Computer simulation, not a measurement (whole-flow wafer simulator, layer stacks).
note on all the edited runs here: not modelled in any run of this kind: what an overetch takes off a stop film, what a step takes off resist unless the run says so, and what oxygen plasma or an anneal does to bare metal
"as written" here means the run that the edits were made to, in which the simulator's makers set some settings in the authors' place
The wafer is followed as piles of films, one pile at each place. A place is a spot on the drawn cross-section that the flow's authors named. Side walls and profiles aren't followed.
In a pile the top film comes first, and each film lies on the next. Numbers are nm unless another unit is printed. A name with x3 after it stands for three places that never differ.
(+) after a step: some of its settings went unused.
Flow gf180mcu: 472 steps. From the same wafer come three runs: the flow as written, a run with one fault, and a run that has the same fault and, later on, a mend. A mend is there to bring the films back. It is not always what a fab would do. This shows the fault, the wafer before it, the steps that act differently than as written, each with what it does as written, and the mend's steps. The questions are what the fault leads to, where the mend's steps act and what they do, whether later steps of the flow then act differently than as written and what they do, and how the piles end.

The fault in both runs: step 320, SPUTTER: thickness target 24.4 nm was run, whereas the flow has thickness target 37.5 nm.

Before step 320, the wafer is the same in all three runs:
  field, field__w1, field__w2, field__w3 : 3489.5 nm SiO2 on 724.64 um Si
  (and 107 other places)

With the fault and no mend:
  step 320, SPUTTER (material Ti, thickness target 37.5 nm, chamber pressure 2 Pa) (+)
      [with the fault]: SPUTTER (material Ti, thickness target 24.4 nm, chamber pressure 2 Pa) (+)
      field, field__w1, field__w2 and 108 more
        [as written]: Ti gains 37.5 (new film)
        [with the fault]: Ti gains 24.4 (new film)
  Steps further on in the flow that do not act as written:
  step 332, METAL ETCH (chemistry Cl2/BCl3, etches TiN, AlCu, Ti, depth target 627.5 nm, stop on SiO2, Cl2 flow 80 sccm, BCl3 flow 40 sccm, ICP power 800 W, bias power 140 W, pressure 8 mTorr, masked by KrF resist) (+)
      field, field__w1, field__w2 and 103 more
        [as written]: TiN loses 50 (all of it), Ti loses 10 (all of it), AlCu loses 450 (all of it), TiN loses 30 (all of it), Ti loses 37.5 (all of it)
        [with the fault]: TiN loses 50 (all of it), Ti loses 10 (all of it), AlCu loses 450 (all of it), TiN loses 30 (all of it), Ti loses 24.4 (all of it)
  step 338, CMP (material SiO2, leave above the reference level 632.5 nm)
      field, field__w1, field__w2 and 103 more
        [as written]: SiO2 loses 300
        [with the fault]: SiO2 loses 313.1
  The piles end different from the flow's at field__w8, contact, m1, m1__w1, m1_nw by more than 2% or 0.5 nm, whichever is larger.
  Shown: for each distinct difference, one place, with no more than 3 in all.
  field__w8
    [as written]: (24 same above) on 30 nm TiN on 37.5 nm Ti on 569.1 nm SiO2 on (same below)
    [with the fault]: (24 same above) on 30 nm TiN on 24.4 nm Ti on 569.1 nm SiO2 on (same below)
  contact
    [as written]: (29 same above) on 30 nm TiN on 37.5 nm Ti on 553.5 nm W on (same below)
    [with the fault]: (29 same above) on 30 nm TiN on 24.4 nm Ti on 553.5 nm W on (same below)

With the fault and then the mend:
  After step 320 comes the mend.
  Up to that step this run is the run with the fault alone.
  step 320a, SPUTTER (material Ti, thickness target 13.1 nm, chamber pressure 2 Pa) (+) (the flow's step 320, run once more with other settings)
      field, field__w1, field__w2 and 108 more
        Ti gains 13.1
  None of the later steps of the flow acts differently than as written at any place that is followed.
  At every place that both follow, the piles at the end match the flow's.
